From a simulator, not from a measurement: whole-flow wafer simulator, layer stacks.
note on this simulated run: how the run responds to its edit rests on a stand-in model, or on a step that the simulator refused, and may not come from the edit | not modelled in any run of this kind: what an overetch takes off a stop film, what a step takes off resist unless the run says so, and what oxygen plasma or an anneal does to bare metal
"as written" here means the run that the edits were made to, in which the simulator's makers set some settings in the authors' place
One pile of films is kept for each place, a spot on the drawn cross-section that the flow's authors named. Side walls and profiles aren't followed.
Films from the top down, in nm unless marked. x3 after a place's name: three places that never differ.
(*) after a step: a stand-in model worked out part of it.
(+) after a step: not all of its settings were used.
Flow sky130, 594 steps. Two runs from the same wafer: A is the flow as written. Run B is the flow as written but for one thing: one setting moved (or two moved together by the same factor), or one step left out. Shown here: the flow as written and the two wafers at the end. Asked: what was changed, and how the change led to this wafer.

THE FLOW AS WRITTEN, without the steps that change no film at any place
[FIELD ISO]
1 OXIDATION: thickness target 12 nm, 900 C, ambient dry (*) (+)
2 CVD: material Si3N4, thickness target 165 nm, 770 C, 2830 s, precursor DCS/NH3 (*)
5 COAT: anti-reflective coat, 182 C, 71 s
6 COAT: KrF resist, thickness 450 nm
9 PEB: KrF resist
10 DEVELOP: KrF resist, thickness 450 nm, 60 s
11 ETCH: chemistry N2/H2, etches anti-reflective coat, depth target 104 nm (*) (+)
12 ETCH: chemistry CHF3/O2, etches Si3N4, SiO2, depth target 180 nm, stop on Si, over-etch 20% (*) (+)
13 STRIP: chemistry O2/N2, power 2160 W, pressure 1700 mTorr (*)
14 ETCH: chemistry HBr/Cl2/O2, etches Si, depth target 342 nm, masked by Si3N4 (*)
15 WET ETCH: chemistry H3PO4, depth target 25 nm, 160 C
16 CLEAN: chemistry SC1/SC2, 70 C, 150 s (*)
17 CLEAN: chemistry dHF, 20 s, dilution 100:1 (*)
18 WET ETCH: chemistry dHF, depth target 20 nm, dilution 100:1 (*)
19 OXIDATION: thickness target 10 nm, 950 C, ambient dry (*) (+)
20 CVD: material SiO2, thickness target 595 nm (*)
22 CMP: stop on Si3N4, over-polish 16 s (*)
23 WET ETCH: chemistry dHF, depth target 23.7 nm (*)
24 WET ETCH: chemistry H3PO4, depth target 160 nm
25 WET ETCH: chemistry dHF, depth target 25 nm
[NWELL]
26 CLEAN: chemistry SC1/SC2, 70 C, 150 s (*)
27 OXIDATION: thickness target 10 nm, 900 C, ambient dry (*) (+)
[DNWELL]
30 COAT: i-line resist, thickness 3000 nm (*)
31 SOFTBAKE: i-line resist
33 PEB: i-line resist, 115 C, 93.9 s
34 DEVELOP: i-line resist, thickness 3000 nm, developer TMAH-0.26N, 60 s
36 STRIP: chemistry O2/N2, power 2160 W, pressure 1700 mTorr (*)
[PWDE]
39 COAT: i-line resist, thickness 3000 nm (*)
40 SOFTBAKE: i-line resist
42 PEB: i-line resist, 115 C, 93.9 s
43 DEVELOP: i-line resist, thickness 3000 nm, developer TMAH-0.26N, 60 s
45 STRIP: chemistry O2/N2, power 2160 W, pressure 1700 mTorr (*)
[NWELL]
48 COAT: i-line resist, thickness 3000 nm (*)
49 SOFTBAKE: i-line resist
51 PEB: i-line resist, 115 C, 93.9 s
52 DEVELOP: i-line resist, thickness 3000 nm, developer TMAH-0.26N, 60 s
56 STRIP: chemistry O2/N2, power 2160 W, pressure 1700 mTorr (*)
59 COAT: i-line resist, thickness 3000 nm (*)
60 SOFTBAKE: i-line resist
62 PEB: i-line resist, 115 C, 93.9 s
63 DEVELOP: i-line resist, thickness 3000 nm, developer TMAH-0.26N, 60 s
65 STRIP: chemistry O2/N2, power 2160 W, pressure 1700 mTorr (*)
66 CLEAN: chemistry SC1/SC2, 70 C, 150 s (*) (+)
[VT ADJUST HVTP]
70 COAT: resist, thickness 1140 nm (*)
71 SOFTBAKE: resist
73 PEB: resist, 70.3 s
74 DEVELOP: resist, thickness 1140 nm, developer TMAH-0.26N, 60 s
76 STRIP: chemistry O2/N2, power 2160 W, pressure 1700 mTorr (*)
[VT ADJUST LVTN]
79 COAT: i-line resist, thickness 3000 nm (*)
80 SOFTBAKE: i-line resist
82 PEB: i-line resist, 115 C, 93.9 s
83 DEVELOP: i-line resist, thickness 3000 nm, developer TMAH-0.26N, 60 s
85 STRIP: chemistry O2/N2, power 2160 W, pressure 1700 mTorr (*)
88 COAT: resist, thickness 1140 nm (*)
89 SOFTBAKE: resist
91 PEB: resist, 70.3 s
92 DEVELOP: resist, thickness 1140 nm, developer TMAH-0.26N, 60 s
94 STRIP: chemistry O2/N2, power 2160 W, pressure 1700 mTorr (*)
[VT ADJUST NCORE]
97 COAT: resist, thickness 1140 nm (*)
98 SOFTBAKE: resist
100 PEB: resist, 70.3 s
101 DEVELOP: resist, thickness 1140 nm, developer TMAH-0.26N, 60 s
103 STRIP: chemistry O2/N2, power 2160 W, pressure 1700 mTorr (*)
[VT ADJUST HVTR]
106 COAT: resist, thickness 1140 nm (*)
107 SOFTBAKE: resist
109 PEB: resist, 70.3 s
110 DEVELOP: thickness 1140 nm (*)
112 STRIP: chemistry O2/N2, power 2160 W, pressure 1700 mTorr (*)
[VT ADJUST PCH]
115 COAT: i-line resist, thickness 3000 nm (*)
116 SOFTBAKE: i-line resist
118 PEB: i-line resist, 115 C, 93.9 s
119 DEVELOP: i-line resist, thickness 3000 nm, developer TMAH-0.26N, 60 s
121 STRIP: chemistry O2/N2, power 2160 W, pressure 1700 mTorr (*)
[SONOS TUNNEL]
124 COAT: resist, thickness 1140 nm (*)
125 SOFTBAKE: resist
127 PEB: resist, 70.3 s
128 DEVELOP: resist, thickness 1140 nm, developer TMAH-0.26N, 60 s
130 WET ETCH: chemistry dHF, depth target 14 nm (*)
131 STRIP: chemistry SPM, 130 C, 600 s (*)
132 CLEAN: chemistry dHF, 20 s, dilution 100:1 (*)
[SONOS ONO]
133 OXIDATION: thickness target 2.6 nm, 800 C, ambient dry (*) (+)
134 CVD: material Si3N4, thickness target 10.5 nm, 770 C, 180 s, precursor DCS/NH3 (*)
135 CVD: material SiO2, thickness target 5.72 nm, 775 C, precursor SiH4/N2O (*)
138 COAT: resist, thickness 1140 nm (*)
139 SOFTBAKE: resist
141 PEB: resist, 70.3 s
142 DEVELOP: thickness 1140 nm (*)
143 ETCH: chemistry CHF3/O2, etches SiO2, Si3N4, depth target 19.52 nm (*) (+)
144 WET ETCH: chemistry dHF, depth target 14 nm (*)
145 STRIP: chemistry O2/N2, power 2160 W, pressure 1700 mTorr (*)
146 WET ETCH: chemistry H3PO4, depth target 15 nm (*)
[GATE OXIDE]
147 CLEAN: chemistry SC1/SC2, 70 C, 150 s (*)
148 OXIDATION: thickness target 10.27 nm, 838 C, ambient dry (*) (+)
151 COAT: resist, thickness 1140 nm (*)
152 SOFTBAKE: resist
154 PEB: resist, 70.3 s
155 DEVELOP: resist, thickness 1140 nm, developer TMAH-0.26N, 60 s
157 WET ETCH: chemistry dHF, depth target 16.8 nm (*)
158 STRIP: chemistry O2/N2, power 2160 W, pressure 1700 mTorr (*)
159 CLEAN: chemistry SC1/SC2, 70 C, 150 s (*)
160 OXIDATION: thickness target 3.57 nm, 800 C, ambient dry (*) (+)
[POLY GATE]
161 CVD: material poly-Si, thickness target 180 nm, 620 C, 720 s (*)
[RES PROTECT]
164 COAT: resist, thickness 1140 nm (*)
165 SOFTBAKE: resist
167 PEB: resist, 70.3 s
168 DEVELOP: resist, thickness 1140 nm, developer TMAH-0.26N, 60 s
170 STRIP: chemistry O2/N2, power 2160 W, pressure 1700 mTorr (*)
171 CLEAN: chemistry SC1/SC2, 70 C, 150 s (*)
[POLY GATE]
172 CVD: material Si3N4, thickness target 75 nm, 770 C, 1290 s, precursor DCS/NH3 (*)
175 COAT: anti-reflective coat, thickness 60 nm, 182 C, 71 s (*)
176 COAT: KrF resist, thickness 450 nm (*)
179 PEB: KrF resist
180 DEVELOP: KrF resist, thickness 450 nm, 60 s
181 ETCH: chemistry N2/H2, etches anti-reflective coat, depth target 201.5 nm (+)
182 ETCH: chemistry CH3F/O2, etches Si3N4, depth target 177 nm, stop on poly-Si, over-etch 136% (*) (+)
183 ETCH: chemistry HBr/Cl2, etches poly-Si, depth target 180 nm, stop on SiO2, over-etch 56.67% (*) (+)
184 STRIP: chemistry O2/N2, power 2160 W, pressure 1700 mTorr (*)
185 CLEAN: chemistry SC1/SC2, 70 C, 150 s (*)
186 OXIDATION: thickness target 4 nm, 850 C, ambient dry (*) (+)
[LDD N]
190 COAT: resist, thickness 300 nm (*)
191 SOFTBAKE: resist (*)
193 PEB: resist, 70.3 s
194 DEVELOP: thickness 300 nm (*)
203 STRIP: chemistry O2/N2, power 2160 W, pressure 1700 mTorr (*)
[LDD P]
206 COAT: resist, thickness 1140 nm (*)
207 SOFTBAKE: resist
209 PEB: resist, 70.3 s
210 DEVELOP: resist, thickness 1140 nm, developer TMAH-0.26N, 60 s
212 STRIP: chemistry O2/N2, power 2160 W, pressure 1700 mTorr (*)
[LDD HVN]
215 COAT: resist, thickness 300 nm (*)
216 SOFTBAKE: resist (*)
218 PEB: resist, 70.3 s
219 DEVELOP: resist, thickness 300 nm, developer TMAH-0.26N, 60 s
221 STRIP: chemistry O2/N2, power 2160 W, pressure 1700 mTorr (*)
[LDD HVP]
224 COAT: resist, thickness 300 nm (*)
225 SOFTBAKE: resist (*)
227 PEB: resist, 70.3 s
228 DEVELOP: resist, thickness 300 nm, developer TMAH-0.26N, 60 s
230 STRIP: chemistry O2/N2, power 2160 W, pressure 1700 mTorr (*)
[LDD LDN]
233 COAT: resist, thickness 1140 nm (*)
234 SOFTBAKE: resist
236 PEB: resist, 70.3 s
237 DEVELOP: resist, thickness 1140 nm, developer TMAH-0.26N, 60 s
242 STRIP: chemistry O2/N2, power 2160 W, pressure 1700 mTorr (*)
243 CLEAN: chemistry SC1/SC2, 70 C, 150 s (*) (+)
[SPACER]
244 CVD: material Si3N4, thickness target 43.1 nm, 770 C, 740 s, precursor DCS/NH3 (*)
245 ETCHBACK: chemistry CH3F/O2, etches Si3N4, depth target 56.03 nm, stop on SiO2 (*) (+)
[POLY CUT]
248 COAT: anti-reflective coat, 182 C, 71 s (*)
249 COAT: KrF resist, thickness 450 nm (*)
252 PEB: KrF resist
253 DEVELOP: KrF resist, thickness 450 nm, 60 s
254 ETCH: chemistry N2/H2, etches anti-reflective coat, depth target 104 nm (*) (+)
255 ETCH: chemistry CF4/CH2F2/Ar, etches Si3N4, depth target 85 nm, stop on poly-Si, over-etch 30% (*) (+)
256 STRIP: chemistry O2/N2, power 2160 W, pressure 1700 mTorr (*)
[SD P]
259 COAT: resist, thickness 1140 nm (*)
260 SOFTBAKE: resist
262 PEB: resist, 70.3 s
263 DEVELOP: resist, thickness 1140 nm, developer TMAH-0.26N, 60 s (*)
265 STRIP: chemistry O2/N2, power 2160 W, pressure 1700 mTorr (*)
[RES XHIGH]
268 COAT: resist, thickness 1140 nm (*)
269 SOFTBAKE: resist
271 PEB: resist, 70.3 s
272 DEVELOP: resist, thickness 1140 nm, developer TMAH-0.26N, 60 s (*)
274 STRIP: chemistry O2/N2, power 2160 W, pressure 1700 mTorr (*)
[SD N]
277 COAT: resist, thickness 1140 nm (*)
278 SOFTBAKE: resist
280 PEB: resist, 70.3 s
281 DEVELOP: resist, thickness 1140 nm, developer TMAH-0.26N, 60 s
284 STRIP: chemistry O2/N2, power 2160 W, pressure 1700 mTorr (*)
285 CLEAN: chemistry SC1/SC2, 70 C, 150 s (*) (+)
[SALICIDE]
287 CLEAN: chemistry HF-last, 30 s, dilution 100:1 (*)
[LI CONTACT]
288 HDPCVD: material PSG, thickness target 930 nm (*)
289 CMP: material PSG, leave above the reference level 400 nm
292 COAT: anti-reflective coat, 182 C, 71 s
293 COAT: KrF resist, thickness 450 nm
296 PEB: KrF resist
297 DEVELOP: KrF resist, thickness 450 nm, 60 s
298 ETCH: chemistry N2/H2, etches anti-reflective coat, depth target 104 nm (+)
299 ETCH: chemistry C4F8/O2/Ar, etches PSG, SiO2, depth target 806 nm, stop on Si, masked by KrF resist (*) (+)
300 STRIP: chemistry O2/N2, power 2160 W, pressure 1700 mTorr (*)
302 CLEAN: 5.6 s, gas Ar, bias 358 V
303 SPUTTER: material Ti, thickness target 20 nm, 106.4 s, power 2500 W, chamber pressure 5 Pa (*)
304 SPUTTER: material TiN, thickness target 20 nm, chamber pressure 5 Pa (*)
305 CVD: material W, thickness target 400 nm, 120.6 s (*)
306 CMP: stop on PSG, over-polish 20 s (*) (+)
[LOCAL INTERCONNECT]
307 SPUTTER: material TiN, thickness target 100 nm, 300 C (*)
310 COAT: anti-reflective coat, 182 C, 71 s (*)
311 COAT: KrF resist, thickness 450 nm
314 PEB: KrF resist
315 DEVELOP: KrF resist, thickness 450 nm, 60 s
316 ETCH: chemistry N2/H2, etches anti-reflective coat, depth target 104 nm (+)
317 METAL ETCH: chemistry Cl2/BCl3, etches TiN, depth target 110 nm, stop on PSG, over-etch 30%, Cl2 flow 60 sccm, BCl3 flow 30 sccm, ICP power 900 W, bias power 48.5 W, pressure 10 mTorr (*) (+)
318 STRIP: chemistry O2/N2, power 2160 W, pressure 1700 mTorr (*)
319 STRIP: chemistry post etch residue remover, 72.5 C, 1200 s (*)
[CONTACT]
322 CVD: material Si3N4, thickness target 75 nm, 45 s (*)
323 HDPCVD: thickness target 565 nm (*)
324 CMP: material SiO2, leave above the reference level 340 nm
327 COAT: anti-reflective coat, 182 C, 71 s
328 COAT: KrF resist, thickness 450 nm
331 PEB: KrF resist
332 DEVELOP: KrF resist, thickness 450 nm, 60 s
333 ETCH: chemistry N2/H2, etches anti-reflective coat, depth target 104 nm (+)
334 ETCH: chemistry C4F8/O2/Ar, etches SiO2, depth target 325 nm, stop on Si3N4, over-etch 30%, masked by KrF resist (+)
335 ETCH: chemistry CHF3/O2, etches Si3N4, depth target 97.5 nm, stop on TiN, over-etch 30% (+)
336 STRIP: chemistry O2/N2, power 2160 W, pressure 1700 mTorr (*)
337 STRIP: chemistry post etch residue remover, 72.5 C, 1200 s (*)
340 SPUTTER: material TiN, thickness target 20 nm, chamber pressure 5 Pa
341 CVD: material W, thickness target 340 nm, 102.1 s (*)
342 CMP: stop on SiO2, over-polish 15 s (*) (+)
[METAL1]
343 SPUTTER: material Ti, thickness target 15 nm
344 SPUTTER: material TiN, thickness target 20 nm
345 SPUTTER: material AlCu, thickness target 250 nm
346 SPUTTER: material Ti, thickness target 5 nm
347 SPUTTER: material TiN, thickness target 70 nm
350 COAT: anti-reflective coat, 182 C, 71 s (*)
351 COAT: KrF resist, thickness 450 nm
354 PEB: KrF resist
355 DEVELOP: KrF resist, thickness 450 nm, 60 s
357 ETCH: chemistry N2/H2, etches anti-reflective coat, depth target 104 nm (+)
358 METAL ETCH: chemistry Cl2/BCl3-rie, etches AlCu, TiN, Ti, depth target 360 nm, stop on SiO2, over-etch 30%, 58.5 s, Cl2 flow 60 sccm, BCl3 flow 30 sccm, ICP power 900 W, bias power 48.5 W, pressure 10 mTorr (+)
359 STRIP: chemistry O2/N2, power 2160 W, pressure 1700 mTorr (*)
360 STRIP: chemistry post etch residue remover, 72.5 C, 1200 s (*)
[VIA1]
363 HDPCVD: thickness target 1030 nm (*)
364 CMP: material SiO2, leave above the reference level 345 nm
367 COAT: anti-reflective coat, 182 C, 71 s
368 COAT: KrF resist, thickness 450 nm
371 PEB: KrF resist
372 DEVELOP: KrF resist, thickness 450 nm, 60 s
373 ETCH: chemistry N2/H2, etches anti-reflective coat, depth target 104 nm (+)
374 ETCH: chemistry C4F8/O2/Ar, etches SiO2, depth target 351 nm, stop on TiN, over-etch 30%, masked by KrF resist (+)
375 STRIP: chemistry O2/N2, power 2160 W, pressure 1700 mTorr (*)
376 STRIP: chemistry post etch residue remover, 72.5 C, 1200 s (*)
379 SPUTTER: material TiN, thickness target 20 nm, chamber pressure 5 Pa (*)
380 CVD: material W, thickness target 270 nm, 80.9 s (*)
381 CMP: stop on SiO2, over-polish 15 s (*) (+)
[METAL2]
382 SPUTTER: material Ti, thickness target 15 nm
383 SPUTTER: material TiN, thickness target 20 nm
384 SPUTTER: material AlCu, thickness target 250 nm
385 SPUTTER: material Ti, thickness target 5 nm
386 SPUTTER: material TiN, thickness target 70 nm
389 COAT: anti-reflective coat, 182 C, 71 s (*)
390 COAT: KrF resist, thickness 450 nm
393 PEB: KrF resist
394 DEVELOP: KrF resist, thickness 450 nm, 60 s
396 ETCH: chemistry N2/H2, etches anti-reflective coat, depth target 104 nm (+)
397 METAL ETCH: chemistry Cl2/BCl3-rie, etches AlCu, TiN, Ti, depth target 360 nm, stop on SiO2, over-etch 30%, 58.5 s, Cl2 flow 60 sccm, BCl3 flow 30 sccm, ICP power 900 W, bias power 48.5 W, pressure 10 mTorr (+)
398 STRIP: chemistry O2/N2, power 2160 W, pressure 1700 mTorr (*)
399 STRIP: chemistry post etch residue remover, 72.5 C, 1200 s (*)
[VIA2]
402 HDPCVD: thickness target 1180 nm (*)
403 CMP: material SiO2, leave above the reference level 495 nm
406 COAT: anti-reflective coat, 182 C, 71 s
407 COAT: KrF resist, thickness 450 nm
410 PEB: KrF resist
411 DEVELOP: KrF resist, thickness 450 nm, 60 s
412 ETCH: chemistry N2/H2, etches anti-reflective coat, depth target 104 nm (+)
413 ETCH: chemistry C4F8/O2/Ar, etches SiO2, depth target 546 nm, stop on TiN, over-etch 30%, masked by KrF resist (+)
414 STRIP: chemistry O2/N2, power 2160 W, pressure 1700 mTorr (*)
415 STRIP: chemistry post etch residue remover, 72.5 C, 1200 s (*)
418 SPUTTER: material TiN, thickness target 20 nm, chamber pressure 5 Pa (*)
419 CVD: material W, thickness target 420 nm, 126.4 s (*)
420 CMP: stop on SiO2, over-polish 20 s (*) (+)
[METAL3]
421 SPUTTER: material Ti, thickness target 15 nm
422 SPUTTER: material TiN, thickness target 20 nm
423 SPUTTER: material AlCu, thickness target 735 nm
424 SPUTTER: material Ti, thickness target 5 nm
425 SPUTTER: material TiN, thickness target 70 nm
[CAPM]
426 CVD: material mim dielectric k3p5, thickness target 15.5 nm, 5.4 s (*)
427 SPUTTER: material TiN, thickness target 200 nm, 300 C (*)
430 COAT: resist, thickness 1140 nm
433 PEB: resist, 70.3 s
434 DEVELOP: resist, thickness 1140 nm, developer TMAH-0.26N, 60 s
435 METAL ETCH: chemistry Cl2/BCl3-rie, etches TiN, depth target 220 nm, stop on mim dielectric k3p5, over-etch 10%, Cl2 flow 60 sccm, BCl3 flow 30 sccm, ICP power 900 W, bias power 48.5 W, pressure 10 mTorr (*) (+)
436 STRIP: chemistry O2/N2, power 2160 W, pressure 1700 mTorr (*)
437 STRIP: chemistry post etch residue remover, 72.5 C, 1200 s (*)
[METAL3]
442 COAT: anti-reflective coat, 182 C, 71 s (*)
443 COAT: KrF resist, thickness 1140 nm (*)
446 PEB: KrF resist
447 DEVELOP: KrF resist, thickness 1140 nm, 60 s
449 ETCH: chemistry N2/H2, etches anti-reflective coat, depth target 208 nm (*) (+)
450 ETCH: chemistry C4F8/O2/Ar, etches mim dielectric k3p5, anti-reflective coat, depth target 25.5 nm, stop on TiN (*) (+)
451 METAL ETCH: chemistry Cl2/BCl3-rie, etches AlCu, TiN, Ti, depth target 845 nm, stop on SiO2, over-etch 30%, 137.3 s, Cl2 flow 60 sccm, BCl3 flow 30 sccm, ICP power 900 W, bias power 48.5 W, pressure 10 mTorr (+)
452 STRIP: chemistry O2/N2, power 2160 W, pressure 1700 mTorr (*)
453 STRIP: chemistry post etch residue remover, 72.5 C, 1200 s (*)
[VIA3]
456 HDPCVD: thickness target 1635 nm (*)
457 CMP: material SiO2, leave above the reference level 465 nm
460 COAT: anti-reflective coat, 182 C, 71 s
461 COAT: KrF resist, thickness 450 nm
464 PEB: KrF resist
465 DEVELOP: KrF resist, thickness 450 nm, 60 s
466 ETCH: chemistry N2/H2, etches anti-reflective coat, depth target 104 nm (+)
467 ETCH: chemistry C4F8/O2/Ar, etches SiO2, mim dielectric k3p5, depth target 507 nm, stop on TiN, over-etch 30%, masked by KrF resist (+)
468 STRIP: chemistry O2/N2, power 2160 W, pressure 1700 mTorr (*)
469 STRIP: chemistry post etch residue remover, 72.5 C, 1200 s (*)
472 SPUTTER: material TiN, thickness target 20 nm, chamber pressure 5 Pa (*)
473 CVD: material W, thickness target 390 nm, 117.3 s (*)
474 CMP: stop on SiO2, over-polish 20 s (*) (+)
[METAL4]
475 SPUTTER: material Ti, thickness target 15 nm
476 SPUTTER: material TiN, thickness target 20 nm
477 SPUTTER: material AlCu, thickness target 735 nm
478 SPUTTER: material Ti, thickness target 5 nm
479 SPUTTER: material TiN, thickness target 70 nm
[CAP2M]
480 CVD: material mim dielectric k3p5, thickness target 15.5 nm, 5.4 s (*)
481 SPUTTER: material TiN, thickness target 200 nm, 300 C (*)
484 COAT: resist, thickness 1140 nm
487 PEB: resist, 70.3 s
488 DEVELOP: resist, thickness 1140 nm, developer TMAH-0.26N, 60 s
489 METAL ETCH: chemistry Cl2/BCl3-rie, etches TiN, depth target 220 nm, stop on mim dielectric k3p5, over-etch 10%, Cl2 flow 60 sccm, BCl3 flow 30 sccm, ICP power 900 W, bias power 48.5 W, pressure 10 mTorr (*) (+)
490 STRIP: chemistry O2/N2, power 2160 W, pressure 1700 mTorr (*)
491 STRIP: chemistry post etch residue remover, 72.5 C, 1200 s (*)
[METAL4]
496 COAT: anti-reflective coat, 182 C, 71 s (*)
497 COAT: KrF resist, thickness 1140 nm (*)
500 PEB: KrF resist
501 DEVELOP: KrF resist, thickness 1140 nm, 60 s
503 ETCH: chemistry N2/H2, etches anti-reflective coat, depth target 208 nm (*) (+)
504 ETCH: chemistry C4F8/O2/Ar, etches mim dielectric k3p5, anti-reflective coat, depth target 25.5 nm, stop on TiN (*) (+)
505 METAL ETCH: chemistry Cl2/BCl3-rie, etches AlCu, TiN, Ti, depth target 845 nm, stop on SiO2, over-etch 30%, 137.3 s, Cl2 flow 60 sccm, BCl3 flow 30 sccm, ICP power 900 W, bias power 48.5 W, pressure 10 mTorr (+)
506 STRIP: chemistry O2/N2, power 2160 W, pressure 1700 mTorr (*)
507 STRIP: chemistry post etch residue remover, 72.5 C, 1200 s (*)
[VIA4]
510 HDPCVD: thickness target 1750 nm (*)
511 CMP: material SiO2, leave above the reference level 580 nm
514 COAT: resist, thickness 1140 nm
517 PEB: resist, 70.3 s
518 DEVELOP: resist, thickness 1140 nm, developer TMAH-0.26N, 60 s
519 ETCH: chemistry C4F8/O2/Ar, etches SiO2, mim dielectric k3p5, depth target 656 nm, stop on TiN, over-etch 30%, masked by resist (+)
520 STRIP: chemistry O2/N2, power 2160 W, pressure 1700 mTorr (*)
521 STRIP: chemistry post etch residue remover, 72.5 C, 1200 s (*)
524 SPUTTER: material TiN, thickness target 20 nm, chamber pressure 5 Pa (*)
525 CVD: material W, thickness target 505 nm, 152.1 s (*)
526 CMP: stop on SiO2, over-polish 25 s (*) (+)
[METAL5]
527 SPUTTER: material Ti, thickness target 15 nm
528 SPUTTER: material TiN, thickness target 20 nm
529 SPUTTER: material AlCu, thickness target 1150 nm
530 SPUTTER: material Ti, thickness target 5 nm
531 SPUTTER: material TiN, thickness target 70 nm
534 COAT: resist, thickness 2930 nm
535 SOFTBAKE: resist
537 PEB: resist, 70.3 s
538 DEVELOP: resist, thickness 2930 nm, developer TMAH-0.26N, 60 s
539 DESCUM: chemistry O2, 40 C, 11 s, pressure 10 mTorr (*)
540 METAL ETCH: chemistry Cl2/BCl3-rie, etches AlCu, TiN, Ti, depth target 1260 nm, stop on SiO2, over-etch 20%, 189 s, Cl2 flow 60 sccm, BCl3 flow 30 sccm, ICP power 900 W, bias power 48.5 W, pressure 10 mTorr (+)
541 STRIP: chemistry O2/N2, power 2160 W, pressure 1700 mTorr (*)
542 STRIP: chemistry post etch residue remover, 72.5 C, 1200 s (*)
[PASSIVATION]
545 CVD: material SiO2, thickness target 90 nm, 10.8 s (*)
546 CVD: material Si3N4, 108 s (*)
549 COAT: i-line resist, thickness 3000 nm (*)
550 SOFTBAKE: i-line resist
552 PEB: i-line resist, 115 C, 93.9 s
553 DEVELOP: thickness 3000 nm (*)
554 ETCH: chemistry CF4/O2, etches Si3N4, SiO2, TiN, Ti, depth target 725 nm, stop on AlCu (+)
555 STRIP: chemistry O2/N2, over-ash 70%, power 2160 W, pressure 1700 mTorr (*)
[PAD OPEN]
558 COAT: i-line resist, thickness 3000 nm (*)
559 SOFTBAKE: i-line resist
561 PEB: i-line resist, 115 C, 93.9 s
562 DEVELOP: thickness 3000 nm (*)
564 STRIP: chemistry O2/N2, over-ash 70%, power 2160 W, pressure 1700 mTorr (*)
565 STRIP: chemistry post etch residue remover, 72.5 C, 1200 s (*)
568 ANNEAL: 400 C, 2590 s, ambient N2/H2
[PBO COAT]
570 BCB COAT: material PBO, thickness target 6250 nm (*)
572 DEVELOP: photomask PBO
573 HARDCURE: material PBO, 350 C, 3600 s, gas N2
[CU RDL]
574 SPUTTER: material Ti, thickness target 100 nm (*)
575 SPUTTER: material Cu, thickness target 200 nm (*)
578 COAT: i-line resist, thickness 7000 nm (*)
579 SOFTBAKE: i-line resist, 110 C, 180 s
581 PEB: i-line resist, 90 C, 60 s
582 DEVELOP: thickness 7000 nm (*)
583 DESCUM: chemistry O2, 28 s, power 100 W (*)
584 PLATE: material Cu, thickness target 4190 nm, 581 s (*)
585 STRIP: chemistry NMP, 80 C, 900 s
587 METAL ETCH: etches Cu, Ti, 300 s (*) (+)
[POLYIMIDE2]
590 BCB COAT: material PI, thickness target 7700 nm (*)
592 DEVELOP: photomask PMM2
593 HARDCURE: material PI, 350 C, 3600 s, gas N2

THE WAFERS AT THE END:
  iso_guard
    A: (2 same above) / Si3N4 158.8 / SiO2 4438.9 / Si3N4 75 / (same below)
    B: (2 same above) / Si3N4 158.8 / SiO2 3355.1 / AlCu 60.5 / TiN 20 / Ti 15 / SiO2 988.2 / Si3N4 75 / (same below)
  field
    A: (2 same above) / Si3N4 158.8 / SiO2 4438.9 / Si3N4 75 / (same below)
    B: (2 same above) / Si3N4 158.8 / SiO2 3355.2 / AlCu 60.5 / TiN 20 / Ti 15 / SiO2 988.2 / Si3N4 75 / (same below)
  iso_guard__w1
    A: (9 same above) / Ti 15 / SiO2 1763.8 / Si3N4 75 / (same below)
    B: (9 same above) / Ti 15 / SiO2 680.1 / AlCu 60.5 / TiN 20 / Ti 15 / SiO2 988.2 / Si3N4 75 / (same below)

The cause: step 397, METAL ETCH: depth target 198 nm was run, where the flow has depth target 360 nm; step 397, METAL ETCH: 32.2 s was run, where the flow has 58.5 s.

How the change led to this, step by step:
  397 METAL ETCH: chemistry Cl2/BCl3-rie, etches AlCu, TiN, Ti, depth target 360 nm, stop on SiO2, over-etch 30%, 58.5 s, Cl2 flow 60 sccm, BCl3 flow 30 sccm, ICP power 900 W, bias power 48.5 W, pressure 10 mTorr (+)
      field, active, gate and 82 more: A TiN -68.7 (all of it), Ti -5 (all of it), AlCu -250 (all of it), TiN -20 (all of it), Ti -15 (all of it), SiO2 -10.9 | B TiN -68.7 (all of it), Ti -5 (all of it), AlCu -183.7
      n_well, p_well, gate_hv and 103 more: A KrF resist -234 | B KrF resist -128.7
  398 STRIP: chemistry O2/N2, power 2160 W, pressure 1700 mTorr (*)
      n_well, p_well, gate_hv and 101 more: A KrF resist -143.8 (all of it), anti-reflective coat -80 (all of it) | B KrF resist -249.1 (all of it), anti-reflective coat -80 (all of it)
      m1, via1_hole: A KrF resist -143.9 (all of it), anti-reflective coat -80.4 (all of it) | B KrF resist -249.2 (all of it), anti-reflective coat -80.4 (all of it)
  399 STRIP: chemistry post etch residue remover, 72.5 C, 1200 s (*)
      field, active, gate and 82 more: A nothing | B AlCu -5.72
  402 HDPCVD: thickness target 1180 nm (*)
      field, active, gate and 82 more: A SiO2 +1180 | B SiO2 +1180 (new film)
  403 CMP: material SiO2, leave above the reference level 495 nm
      field, active, gate and 82 more: A SiO2 -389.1 | B SiO2 -495.5
Counting metal films that touch as one body, iso_guard has 1 body; the flow as written gives 0 bodies.
Counting metal films that touch as one body, field has 1 body; the flow as written gives 0 bodies.
Counting metal films that touch as one body, iso_guard__w1 has 2 bodies (between them, from the top down: SiO2 680.1); the flow as written gives 1 body.
